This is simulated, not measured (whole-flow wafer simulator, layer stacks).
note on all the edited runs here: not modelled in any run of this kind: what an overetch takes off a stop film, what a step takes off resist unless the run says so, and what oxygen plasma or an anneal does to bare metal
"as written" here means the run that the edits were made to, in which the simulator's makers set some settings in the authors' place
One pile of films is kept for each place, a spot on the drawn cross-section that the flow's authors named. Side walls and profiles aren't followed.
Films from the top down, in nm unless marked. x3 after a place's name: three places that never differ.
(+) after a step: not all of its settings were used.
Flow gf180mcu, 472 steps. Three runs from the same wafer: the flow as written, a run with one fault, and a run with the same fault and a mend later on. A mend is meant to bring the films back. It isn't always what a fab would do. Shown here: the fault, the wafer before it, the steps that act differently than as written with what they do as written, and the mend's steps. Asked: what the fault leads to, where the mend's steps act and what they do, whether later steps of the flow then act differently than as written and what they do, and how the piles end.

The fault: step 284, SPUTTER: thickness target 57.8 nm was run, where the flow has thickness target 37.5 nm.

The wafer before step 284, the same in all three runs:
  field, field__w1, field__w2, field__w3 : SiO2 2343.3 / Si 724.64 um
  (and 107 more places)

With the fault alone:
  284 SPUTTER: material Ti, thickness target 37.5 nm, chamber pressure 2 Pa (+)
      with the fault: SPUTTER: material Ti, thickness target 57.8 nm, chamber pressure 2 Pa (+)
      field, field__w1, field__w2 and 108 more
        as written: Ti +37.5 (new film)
        with the fault: Ti +57.8 (new film)
  Later steps of the flow that act differently than as written:
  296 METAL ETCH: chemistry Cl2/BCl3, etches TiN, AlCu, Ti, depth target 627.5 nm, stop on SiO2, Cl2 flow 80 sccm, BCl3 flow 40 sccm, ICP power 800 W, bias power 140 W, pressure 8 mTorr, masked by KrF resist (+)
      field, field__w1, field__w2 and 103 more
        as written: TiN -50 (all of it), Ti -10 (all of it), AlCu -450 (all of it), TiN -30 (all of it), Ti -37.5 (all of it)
        with the fault: TiN -50 (all of it), Ti -10 (all of it), AlCu -450 (all of it), TiN -30 (all of it), Ti -57.8 (all of it)
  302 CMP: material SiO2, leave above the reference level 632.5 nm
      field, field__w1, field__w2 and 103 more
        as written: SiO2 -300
        with the fault: SiO2 -279.7
  At the end the piles differ from the flow's by more than 2% or 0.5 nm, whichever is larger, at field__w8, contact, m1, m1__w1, m1_nw.
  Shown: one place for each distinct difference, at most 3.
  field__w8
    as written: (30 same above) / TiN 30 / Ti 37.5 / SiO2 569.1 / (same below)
    with the fault: (30 same above) / TiN 30 / Ti 57.8 / SiO2 569.1 / (same below)
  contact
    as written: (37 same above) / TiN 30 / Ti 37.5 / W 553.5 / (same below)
    with the fault: (37 same above) / TiN 30 / Ti 57.8 / W 553.5 / (same below)

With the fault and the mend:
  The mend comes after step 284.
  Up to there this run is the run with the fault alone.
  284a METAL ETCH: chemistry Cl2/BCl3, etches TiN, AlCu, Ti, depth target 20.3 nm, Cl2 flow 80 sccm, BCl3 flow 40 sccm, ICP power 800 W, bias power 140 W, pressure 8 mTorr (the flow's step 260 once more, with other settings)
      field, field__w1, field__w2 and 108 more
        Ti -20.3
  No later step of the flow acts differently than as written at any place that is followed.
  At the end the piles are the same as the flow's at every place that both follow.
